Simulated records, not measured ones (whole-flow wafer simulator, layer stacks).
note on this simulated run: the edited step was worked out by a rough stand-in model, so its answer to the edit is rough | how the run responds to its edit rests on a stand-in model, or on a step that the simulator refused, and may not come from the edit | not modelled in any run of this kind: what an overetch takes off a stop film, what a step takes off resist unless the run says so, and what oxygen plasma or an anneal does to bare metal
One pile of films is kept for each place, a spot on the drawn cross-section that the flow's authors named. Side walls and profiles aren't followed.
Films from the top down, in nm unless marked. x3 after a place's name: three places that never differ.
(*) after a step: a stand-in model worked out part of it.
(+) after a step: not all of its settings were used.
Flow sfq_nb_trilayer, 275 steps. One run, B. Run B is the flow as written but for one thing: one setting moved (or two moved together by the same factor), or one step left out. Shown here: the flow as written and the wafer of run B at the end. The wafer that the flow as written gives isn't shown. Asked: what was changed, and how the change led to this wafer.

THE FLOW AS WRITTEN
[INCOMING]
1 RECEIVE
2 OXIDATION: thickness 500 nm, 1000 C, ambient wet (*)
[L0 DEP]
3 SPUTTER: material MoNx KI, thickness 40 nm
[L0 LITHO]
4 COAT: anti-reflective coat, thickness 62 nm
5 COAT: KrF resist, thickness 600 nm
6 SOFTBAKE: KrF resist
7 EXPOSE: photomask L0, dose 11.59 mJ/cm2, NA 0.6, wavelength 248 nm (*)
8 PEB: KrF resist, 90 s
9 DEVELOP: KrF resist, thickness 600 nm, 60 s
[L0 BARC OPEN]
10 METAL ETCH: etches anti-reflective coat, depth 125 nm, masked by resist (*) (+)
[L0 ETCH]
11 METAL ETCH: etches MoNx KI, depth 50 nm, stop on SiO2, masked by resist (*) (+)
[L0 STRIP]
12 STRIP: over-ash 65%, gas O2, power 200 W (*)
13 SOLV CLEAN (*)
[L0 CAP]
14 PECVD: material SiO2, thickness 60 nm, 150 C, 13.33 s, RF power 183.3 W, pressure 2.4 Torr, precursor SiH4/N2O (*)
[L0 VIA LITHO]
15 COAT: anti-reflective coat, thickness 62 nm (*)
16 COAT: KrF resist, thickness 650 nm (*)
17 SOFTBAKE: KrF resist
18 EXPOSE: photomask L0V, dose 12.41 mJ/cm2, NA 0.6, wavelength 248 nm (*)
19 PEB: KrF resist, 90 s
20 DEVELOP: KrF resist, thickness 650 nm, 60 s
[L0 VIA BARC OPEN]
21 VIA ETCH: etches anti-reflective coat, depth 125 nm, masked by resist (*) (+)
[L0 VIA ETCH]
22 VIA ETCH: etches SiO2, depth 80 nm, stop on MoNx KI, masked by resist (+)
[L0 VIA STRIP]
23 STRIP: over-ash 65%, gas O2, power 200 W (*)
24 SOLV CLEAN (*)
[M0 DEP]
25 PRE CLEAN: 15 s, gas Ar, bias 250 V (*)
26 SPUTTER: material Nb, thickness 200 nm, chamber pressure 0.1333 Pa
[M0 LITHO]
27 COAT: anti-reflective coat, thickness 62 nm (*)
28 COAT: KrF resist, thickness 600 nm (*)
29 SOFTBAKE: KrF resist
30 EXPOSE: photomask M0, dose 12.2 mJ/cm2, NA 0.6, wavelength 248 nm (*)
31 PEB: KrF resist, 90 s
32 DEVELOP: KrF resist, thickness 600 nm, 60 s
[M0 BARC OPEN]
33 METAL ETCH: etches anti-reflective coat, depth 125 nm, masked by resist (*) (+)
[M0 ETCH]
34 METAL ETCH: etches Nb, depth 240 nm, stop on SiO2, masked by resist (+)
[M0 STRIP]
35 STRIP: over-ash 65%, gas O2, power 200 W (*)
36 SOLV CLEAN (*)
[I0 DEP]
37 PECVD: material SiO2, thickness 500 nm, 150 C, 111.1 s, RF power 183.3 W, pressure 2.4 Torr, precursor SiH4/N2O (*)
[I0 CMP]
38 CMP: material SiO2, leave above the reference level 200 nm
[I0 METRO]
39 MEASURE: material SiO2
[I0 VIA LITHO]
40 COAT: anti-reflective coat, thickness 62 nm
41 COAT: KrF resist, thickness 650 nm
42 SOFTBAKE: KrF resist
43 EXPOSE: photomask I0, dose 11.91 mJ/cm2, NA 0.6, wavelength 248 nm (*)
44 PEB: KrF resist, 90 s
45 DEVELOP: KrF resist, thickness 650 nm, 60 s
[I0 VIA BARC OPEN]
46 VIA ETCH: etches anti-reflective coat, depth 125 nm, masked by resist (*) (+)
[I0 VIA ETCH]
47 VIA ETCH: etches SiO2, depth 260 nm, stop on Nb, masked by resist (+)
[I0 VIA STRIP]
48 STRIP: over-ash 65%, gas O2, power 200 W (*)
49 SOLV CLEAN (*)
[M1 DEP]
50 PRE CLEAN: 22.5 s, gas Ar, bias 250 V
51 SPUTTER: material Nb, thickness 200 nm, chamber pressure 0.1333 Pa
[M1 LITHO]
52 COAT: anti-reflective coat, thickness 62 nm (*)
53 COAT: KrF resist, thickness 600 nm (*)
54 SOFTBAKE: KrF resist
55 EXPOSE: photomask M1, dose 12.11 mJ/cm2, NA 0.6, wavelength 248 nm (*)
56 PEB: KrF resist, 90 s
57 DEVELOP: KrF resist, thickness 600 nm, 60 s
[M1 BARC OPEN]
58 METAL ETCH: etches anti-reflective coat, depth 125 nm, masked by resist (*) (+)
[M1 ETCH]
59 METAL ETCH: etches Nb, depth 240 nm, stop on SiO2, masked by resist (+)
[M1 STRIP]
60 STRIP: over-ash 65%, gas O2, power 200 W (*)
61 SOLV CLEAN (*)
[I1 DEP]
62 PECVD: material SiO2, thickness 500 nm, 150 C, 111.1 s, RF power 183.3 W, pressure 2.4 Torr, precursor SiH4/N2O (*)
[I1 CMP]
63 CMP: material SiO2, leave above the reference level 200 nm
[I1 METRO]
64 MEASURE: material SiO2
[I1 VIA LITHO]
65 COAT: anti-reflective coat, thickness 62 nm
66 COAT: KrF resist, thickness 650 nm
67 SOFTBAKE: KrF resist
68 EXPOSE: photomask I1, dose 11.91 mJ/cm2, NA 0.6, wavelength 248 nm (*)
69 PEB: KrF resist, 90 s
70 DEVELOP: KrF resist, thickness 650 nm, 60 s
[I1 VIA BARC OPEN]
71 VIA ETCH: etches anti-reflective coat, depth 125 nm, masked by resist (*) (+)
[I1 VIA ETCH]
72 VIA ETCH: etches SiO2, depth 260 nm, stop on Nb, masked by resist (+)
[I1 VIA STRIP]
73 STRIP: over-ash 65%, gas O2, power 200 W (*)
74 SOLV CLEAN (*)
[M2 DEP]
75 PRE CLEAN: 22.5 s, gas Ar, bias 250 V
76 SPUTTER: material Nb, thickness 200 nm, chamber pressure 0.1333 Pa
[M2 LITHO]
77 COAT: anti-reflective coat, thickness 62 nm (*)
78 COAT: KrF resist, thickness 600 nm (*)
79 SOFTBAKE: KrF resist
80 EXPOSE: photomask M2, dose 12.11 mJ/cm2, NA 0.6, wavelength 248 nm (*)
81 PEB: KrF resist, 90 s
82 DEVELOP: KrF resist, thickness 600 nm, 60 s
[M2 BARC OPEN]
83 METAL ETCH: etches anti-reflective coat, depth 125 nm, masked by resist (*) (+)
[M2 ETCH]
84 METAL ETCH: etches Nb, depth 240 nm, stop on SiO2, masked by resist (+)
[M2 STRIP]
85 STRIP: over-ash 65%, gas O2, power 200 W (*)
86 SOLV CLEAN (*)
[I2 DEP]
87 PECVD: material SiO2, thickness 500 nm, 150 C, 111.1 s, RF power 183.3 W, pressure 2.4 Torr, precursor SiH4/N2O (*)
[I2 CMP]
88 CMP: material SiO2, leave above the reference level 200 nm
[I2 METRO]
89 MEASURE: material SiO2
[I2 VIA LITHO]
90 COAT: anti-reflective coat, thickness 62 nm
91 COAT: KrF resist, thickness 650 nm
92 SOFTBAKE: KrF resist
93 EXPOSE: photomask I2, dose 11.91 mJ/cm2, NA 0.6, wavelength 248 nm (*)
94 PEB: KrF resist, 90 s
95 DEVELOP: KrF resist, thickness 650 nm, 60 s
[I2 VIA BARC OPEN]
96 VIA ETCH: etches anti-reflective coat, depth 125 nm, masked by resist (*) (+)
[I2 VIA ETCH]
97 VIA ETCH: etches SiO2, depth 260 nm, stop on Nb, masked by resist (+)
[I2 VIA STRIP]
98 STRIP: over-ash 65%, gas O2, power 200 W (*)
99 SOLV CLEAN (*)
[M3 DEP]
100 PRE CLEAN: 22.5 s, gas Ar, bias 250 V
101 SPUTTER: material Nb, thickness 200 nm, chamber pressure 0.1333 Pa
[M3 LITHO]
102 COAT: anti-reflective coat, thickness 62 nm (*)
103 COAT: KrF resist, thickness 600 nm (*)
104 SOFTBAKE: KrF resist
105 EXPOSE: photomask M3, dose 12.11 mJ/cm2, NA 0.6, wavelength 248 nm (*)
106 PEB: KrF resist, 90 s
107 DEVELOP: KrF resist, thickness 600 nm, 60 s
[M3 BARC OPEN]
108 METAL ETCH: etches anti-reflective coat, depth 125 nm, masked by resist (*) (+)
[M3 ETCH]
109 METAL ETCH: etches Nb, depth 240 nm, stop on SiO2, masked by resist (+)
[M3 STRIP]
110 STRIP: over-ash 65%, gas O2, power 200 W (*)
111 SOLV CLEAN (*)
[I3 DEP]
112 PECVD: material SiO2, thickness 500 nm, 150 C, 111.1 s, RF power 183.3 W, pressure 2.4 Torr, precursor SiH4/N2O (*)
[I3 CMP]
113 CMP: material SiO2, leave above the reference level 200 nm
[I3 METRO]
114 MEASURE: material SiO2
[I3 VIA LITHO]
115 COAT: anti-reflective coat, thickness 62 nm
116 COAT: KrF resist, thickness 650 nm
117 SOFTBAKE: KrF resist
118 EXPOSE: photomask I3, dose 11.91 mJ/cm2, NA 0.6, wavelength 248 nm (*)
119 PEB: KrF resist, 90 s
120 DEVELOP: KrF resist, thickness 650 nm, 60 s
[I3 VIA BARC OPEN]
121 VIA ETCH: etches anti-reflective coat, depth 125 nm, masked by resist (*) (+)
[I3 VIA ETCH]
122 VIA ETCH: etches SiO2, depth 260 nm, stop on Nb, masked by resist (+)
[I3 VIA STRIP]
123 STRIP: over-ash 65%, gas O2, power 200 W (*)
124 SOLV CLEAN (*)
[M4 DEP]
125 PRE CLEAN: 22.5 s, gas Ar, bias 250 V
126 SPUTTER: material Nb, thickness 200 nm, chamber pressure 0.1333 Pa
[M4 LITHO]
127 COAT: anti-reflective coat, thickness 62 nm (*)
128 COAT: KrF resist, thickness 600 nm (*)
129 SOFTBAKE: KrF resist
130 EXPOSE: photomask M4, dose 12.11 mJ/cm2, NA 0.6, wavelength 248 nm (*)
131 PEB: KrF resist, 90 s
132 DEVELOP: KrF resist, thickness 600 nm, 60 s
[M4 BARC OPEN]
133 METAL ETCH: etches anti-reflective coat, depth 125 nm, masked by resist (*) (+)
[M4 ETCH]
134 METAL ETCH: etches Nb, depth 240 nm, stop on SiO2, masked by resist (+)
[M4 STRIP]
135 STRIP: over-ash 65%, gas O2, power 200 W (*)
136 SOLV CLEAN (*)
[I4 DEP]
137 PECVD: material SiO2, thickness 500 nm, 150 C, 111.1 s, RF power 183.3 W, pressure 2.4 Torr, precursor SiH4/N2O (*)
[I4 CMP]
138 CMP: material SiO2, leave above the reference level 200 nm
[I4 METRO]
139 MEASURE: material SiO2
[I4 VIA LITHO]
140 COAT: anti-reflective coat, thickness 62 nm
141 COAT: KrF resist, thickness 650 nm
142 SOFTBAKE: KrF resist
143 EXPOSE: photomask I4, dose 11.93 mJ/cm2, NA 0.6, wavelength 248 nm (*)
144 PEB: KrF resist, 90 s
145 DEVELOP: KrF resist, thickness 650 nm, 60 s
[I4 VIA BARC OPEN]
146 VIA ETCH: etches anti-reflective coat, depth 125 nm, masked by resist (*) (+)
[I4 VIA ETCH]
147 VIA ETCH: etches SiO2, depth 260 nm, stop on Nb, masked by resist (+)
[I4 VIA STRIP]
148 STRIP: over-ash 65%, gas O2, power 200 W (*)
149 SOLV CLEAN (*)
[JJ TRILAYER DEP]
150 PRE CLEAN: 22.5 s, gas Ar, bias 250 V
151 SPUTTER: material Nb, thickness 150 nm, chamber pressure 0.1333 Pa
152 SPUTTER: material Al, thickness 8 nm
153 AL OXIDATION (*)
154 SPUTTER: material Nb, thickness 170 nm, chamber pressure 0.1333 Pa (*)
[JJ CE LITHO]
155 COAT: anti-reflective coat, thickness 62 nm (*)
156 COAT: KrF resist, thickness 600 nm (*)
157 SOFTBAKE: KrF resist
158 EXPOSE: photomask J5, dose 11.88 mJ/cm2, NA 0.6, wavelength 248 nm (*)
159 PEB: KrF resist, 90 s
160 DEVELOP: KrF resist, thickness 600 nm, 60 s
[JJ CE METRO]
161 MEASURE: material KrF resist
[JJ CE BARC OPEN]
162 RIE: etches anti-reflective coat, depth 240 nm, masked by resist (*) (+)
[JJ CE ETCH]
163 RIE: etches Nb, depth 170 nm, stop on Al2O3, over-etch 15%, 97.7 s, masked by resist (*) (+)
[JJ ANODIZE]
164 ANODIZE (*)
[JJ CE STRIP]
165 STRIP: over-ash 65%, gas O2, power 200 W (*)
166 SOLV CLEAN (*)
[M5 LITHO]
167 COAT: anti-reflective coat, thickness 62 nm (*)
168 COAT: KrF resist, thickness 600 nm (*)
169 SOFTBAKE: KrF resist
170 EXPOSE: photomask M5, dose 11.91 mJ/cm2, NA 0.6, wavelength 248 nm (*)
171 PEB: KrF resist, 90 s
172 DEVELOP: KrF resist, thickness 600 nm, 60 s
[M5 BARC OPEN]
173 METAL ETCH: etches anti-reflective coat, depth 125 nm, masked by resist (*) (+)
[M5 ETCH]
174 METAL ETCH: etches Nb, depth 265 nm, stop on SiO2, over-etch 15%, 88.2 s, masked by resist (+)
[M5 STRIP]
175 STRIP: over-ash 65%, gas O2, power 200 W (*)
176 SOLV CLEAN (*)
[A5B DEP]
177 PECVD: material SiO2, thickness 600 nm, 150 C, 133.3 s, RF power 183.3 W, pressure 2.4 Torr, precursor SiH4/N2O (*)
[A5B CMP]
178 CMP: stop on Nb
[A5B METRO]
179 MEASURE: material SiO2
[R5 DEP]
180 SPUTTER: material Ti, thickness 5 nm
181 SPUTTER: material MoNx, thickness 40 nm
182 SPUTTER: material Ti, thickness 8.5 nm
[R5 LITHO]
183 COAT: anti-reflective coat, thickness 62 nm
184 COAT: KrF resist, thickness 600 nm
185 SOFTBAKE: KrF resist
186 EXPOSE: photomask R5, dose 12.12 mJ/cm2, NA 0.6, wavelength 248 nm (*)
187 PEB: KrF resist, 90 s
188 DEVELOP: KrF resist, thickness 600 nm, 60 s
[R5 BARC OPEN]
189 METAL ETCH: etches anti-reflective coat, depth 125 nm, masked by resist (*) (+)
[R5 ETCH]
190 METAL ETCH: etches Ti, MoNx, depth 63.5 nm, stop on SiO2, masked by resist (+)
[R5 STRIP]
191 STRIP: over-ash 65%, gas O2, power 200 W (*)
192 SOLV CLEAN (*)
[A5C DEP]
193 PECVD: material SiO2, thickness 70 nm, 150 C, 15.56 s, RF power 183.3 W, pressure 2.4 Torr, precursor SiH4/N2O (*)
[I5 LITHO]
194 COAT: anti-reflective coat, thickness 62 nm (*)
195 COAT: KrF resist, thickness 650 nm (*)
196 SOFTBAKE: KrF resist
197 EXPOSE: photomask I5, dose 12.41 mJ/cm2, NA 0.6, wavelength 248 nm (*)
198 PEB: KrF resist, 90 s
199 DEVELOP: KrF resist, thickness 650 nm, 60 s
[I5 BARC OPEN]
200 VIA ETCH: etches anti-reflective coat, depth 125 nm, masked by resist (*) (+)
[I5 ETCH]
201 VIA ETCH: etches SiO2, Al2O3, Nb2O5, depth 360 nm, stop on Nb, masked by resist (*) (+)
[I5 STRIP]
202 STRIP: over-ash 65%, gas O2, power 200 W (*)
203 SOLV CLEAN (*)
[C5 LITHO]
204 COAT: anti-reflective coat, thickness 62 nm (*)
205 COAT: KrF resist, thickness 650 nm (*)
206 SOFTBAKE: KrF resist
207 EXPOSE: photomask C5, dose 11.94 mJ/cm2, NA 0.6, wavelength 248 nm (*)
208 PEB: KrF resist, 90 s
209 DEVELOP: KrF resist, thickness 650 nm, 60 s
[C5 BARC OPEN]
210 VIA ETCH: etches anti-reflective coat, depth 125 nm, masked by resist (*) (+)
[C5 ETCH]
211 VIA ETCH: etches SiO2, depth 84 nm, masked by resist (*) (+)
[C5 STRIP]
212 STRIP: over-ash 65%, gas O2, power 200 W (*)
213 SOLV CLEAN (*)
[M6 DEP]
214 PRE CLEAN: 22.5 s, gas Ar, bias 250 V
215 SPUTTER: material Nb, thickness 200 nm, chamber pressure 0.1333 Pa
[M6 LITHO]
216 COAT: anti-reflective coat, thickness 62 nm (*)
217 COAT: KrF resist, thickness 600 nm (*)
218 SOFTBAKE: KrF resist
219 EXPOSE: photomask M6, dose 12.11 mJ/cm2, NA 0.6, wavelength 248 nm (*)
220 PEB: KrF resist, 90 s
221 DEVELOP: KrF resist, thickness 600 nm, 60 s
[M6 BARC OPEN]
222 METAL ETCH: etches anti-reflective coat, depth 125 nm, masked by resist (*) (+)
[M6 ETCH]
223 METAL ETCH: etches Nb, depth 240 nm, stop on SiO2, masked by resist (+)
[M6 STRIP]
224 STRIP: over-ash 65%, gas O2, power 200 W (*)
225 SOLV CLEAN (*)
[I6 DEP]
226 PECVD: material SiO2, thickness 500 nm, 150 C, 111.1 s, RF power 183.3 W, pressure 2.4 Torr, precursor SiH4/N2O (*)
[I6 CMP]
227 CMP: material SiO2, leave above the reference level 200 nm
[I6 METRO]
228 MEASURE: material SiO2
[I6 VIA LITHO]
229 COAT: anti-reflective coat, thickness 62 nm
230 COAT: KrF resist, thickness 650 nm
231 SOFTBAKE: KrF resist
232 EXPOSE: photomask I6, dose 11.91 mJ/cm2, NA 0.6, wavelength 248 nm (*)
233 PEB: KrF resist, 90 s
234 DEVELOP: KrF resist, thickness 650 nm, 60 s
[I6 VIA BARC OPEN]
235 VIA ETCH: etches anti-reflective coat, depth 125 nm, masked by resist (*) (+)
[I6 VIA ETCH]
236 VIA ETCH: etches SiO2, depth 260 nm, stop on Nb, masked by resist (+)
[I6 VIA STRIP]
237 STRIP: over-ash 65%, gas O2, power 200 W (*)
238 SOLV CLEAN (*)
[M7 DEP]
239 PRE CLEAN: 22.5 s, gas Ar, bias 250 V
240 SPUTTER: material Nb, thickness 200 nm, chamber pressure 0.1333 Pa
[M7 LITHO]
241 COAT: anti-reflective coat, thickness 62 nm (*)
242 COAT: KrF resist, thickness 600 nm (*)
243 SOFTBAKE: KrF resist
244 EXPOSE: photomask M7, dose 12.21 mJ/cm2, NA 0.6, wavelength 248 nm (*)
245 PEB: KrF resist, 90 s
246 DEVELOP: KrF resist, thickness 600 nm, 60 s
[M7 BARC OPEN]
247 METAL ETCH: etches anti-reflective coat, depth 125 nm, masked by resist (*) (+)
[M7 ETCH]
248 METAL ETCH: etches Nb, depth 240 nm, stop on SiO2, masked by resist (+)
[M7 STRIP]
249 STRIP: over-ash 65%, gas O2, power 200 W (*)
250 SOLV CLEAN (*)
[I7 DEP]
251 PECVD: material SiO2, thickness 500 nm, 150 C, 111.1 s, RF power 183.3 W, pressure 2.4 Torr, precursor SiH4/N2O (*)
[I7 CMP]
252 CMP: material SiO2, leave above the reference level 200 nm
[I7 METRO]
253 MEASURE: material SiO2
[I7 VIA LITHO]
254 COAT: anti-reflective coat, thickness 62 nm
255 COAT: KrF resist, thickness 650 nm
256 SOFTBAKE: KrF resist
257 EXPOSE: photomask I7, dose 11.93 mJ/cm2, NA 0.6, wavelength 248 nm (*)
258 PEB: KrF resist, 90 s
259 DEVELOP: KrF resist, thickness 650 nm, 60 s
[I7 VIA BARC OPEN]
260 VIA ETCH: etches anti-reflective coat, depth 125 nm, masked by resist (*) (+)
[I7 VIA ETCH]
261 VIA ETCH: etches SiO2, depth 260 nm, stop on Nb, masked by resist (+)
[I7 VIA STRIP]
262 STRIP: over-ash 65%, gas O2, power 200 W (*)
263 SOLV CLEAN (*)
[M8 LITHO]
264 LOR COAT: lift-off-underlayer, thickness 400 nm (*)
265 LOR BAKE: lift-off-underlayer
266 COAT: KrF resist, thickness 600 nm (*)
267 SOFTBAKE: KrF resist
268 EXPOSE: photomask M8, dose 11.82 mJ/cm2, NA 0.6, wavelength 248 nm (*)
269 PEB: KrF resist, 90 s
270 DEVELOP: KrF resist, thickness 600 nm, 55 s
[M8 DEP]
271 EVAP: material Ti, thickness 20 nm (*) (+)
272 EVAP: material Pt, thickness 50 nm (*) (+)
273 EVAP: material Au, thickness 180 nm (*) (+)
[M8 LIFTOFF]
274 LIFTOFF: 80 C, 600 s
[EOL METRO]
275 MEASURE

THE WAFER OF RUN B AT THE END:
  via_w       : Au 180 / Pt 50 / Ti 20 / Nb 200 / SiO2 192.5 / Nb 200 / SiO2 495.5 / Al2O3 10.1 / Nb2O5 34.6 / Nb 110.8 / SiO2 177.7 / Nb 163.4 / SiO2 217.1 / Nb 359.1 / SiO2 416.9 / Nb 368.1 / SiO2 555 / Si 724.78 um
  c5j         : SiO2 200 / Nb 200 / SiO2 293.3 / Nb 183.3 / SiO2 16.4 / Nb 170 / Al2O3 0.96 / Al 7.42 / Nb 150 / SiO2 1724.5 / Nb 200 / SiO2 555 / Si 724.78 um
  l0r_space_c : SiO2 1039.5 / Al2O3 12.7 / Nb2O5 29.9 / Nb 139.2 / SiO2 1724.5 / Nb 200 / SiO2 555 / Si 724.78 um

The cause: step 112, PECVD: thickness 262 nm was run, where the flow has thickness 500 nm; step 112, PECVD: 58.33 s was run, where the flow has 111.1 s.

How the change led to this, step by step:
  112 PECVD: material SiO2, thickness 500 nm, 150 C, 111.1 s, RF power 183.3 W, pressure 2.4 Torr, precursor SiH4/N2O (*)
      field_l, be, be_sur and 64 more: SiO2 +262 (as written it would be: SiO2 +500)
      v_sur, via_wl, via_wr and 27 more: SiO2 +262 (new film) (as written it would be: SiO2 +500 (new film))
      (and at 9 more places)
  113 CMP: material SiO2, leave above the reference level 200 nm
      field_l, be, be_sur and 64 more: nothing (as written it would be: SiO2 -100)
      p4_g1, p4_g2, p3_s0, p3_s1, p3_s2, p3_s3, p3_s4, p3_s5: nothing (as written it would be: SiO2 -157.1)
      (and at 31 more places)
  115 COAT: anti-reflective coat, thickness 62 nm
      p3_l1, p3_l2, p3_l3, p3_l4: anti-reflective coat +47 (new film) (as written it would be: anti-reflective coat +62 (new film))
      jj_sur, ce_l, c5j: anti-reflective coat +63.5 (new film) (as written it would be: anti-reflective coat +62 (new film))
      (and at 78 more places)
  116 COAT: KrF resist, thickness 650 nm
      m0r_line_l, m6r_line_l, m7r_line_l: KrF resist +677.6 (new film) (as written it would be: KrF resist +650 (new film))
      m0r_space_l, m6r_space_l, m7r_space_l: KrF resist +667 (new film) (as written it would be: KrF resist +650 (new film))
      (and at 76 more places)
  120 DEVELOP: KrF resist, thickness 650 nm, 60 s
      via_v: KrF resist -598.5 (all of it) (as written it would be: KrF resist -648.6 (all of it))
  121 VIA ETCH: etches anti-reflective coat, depth 125 nm, masked by resist (*) (+)
      field_l, v_sur, via_wl and 102 more: KrF resist -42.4 (as written it would be: KrF resist -51.7)
      via_v: anti-reflective coat -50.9 (all of it), SiO2 -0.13 (as written it would be: anti-reflective coat -62 (all of it), SiO2 -0.16)
  123 STRIP: over-ash 65%, gas O2, power 200 W (*)
      m0r_line_l, m6r_line_l, m7r_line_l: KrF resist -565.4 (all of it), anti-reflective coat -62.5 (all of it) (as written it would be: KrF resist -528.6 (all of it), anti-reflective coat -62 (all of it))
      m0r_space_l, m6r_space_l, m7r_space_l: KrF resist -554.8 (all of it), anti-reflective coat -79.6 (all of it) (as written it would be: KrF resist -528.6 (all of it), anti-reflective coat -62 (all of it))
      (and at 99 more places)
  126 SPUTTER: material Nb, thickness 200 nm, chamber pressure 0.1333 Pa
      via_w: Nb +163.4 (new film) (as written it would be: Nb +200 (new film))
  127 COAT: anti-reflective coat, thickness 62 nm (*)
      m0r_space_l, m0r_space_r, m6r_space_l, m6r_space_r, m7r_space_l, m7r_space_r: anti-reflective coat +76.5 (new film) (as written it would be: anti-reflective coat +62 (new film))
      p3_l1, p3_l2, p3_l3, p3_l4: anti-reflective coat +44.8 (new film) (as written it would be: anti-reflective coat +62 (new film))
      (and at 75 more places)
  128 COAT: KrF resist, thickness 600 nm (*)
      m0r_line_l, m0r_line_r, m6r_line_l, m6r_line_r, m7r_line_l, m7r_line_r: KrF resist +624.5 (new film) (as written it would be: KrF resist +600 (new film))
      m0r_space_l, m0r_space_r, m6r_space_l, m6r_space_r, m7r_space_l, m7r_space_r: KrF resist +618 (new film) (as written it would be: KrF resist +600 (new film))
      (and at 70 more places)
  132 DEVELOP: KrF resist, thickness 600 nm, 60 s
      m0r_line_l, m0r_line_r, m6r_line_l, m6r_line_r, m7r_line_l, m7r_line_r: KrF resist -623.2 (all of it) (as written it would be: KrF resist -598.7 (all of it))
      m0r_space_l, m0r_space_r, m6r_space_l, m6r_space_r, m7r_space_l, m7r_space_r: KrF resist -616.8 (all of it) (as written it would be: KrF resist -598.7 (all of it))
      (and at 34 more places)
  133 METAL ETCH: etches anti-reflective coat, depth 125 nm, masked by resist (*) (+)
      m5r_linepad_l, m5r_linepad_r, r5r_spacepad_l, r5r_spacepad_r: anti-reflective coat -125 (as written it would be: anti-reflective coat -62 (all of it))
      v_sur, via_wl, via_w and 36 more: KrF resist -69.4 (as written it would be: KrF resist -51.7)
      (and at 45 more places)
  134 METAL ETCH: etches Nb, depth 240 nm, stop on SiO2, masked by resist (+)
      m5r_linepad_l, m5r_linepad_r: anti-reflective coat -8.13 (all of it), Nb -200 (all of it) (as written it would be: Nb -200 (all of it))
      r5r_spacepad_l, r5r_spacepad_r: anti-reflective coat -9.07 (all of it), Nb -200 (all of it) (as written it would be: Nb -200 (all of it))
  135 STRIP: over-ash 65%, gas O2, power 200 W (*)
      v_sur: KrF resist -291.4 (all of it), anti-reflective coat -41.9 (all of it) (as written it would be: KrF resist -379.9 (all of it), anti-reflective coat -61.4 (all of it))
      via_wl: KrF resist -299.6 (all of it), anti-reflective coat -35.4 (all of it) (as written it would be: KrF resist -379.4 (all of it), anti-reflective coat -61.3 (all of it))
      (and at 37 more places)
  137 PECVD: material SiO2, thickness 500 nm, 150 C, 111.1 s, RF power 183.3 W, pressure 2.4 Torr, precursor SiH4/N2O (*)
      p3_s0, p3_s1, p3_s2, p3_s3, p3_s4, p3_s5: SiO2 +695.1 (as written it would be: SiO2 +557.1)
      via_w: SiO2 +602.4 (new film) (as written it would be: SiO2 +500 (new film))
  138 CMP: material SiO2, leave above the reference level 200 nm
      field_l, be, be_sur and 55 more: nothing (as written it would be: SiO2 -100)
      lsp_r, l0_sur, l0v: nothing (as written it would be: SiO2 -91.9)
      (and at 9 more places)
  ... 58 more steps ...
  274 LIFTOFF: 80 C, 600 s
      be: Au -180 (all of it), Pt -50 (all of it), Ti -20 (all of it), KrF resist -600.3 (all of it), lift-off-underlayer -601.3 (all of it) (as written it would be: Au -180 (all of it), Pt -50 (all of it), Ti -20 (all of it), KrF resist -572.1 (all of it), lift-off-underlayer -398.5 (all of it))
      be_sur: Au -180 (all of it), Pt -50 (all of it), Ti -20 (all of it), KrF resist -582.7 (all of it), lift-off-underlayer -376.4 (all of it) (as written it would be: Au -180 (all of it), Pt -50 (all of it), Ti -20 (all of it), KrF resist -572.6 (all of it), lift-off-underlayer -398.9 (all of it))
Counting metal films that touch as one body, via_w has 6 bodies (between them, from the top down: SiO2 192.5; SiO2 495.5 / Al2O3 10.1 / Nb2O5 34.6; SiO2 177.7; SiO2 217.1; SiO2 416.9); the flow as written gives 5 bodies (between them, from the top down: SiO2 192.5; SiO2 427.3 / Al2O3 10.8 / Nb2O5 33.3; SiO2 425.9; SiO2 416.9).
Counting metal films that touch as one body, c5j has 5 bodies (between them, from the top down: SiO2 293.3; SiO2 16.4; Al2O3 0.96; SiO2 1724.5); the flow as written gives 4 bodies (between them, from the top down: SiO2 284.2; Al2O3 0.96; SiO2 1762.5).
